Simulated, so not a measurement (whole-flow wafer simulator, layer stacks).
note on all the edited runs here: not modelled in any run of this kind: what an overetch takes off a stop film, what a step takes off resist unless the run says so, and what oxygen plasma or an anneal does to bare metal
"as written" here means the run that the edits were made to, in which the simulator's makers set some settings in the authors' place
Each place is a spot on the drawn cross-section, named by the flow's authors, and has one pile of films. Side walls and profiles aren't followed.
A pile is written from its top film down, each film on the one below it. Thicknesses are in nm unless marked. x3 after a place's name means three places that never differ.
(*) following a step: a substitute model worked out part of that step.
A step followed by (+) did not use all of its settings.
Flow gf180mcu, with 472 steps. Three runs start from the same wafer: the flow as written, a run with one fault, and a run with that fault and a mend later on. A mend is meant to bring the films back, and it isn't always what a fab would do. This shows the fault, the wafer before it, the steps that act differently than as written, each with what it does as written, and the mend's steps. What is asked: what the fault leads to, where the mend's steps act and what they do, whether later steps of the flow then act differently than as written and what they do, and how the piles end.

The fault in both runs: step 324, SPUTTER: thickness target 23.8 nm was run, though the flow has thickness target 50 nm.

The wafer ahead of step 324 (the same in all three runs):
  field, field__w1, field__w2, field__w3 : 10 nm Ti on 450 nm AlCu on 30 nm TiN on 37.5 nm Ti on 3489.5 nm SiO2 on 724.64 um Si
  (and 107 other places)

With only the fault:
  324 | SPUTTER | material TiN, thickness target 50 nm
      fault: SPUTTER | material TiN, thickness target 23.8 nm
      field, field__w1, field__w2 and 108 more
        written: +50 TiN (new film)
        fault: +23.8 TiN (new film)
  Steps further on in the flow that do not act as written (2 other steps are not shown; they differ only slightly, by no more than 2% or 0.5 nm, whichever is larger):
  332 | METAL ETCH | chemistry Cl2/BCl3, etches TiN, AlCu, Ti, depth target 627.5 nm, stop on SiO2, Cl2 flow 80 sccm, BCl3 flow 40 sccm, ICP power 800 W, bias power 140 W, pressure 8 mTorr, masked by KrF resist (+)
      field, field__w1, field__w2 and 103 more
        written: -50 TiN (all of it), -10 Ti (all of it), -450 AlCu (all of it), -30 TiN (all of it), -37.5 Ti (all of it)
        fault: -23.8 TiN (all of it), -10 Ti (all of it), -450 AlCu (all of it), -30 TiN (all of it), -37.5 Ti (all of it)
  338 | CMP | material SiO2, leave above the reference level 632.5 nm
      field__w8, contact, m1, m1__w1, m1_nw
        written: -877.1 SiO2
        fault: -850.9 SiO2
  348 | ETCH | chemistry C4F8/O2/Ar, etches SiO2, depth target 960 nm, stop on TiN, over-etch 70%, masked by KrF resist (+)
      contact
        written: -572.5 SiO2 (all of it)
        fault: -598.7 SiO2 (all of it)
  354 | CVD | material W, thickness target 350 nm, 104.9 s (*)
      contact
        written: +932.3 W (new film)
        fault: +958.7 W (new film)
  The piles end different from the flow's at field__w8, contact, m1, m1__w1, m1_nw by more than 2% or 0.5 nm, whichever is larger.
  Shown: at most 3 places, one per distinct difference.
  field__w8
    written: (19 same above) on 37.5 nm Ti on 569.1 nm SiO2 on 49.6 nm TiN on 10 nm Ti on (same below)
    fault: (19 same above) on 37.5 nm Ti on 595.3 nm SiO2 on 23.4 nm TiN on 10 nm Ti on (same below)
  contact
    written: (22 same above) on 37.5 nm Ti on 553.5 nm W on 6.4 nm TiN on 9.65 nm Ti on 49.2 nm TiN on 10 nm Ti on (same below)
    fault: (22 same above) on 37.5 nm Ti on 579.9 nm W on 6.31 nm TiN on 9.51 nm Ti on 23 nm TiN on 10 nm Ti on (same below)

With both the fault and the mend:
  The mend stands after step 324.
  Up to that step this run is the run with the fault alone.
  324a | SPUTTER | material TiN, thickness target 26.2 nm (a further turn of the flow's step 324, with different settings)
      field, field__w1, field__w2 and 108 more
        +26.2 TiN
  Every later step of the flow that is run acts as written at every place that is followed.
  At every place that both follow, the piles at the end match the flow's.
